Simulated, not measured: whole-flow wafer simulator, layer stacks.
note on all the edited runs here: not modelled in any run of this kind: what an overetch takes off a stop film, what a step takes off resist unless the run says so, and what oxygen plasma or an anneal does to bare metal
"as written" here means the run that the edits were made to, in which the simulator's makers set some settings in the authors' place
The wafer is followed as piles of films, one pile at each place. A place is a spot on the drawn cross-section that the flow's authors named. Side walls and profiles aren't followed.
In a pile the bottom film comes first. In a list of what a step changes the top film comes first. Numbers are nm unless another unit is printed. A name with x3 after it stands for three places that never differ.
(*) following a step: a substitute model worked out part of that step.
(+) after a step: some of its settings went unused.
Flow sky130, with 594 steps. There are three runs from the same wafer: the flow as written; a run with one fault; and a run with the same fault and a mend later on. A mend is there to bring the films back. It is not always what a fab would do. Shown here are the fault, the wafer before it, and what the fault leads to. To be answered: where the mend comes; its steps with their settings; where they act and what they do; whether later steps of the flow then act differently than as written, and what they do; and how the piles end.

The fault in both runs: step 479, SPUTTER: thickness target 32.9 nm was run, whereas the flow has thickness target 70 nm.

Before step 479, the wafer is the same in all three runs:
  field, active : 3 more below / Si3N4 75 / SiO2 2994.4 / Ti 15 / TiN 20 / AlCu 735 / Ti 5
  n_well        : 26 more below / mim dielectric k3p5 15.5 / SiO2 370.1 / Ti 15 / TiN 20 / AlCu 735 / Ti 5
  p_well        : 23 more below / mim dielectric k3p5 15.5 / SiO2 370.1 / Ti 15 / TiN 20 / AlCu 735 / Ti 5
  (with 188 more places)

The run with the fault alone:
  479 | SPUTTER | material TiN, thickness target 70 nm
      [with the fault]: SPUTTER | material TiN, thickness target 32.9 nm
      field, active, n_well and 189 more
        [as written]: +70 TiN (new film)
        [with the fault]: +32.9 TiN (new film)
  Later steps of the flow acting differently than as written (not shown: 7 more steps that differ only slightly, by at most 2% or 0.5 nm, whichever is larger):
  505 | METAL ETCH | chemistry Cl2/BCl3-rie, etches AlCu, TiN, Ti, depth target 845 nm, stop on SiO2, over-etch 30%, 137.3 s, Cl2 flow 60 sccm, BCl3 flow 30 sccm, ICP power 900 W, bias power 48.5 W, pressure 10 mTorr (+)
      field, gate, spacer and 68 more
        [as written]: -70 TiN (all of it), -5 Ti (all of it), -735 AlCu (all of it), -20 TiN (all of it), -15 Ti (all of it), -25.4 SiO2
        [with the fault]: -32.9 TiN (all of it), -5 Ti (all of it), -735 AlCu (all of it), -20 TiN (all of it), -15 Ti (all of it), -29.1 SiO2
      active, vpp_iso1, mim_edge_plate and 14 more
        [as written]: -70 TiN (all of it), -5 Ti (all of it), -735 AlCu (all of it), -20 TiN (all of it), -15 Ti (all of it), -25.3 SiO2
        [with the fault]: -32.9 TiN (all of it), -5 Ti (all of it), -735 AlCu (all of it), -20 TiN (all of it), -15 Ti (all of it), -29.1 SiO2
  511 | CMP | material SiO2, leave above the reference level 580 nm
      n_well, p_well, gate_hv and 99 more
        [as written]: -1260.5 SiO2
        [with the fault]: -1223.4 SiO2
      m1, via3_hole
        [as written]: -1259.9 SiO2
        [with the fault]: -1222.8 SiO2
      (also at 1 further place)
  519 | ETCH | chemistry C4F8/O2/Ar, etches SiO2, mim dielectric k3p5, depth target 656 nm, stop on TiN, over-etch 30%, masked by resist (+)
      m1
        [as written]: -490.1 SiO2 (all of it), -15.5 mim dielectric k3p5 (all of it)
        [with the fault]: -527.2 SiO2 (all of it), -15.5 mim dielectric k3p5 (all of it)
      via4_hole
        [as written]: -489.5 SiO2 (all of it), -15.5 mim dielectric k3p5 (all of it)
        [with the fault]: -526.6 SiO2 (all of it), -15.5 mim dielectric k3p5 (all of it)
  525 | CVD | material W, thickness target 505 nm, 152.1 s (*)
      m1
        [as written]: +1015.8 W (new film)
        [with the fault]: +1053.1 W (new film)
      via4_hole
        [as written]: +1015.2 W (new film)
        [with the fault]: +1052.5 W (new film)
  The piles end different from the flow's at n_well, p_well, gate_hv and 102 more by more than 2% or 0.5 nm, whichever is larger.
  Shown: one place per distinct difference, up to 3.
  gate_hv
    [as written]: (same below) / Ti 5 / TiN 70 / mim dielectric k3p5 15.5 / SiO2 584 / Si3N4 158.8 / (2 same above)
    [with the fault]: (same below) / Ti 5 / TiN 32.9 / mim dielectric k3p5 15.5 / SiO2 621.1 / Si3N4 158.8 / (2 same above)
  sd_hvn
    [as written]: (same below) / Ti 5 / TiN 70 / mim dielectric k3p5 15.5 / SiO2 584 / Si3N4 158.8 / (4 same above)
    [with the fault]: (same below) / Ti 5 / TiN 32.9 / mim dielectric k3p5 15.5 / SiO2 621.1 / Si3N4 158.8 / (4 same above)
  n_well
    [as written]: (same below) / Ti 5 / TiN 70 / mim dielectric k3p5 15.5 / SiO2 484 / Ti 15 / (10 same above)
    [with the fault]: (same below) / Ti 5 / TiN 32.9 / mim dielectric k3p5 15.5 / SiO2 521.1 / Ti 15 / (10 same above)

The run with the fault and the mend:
  After step 479 comes the mend.
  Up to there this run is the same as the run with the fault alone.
  479a | SPUTTER | material TiN, thickness target 37.1 nm (the flow's step 479, run once more with other settings)
      field, active, n_well and 189 more
        +37.1 TiN
  Every later step of the flow that is run acts as written at every place that is followed.
  The piles end the same as the flow's at every place that both follow.
